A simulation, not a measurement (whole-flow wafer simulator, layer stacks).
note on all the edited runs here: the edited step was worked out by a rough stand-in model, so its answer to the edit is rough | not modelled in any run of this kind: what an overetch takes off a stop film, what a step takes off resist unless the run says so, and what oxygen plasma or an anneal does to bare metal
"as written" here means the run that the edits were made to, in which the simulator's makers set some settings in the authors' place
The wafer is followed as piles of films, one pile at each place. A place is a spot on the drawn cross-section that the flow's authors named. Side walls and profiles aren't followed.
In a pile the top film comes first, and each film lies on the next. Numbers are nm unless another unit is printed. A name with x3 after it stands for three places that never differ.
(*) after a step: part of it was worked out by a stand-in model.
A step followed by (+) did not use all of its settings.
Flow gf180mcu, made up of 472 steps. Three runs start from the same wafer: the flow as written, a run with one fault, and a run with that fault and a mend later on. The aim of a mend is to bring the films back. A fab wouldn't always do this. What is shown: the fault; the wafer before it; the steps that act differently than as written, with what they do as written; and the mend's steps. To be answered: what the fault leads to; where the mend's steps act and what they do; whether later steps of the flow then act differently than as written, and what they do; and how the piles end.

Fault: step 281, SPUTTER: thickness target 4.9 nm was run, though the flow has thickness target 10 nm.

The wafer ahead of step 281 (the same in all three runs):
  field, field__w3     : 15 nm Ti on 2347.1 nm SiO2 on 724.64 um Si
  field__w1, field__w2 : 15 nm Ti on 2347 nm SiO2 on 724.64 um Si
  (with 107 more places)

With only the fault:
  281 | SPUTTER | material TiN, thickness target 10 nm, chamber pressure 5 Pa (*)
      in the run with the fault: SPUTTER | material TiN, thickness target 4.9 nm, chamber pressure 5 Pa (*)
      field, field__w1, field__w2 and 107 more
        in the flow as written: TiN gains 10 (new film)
        in the run with the fault: TiN gains 4.9 (new film)
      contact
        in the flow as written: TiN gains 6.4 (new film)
        in the run with the fault: TiN gains 3.14 (new film)
  Later steps of the flow acting differently than as written (not shown: 1 more step that differs only slightly, by at most 2% or 0.5 nm, whichever is larger):
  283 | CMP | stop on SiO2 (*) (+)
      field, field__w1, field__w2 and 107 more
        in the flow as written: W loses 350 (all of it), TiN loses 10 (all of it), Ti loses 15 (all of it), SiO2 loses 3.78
        in the run with the fault: W loses 350 (all of it), TiN loses 4.9 (all of it), Ti loses 15 (all of it), SiO2 loses 3.73
  The piles end different from the flow's at contact by more than 2% or 0.5 nm, whichever is larger.
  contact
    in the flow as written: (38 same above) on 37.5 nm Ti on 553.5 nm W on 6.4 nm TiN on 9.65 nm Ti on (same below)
    in the run with the fault: (38 same above) on 37.5 nm Ti on 556.8 nm W on 3.14 nm TiN on 9.65 nm Ti on (same below)

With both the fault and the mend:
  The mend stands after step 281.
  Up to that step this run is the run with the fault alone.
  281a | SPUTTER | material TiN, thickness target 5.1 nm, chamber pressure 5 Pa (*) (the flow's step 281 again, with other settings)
      field, field__w1, field__w2 and 107 more
        TiN gains 5.1
      contact
        TiN gains 3.26
  None of the later steps of the flow acts differently than as written at any place that is followed.
  The piles end the same as the flow's at every place that both follow.
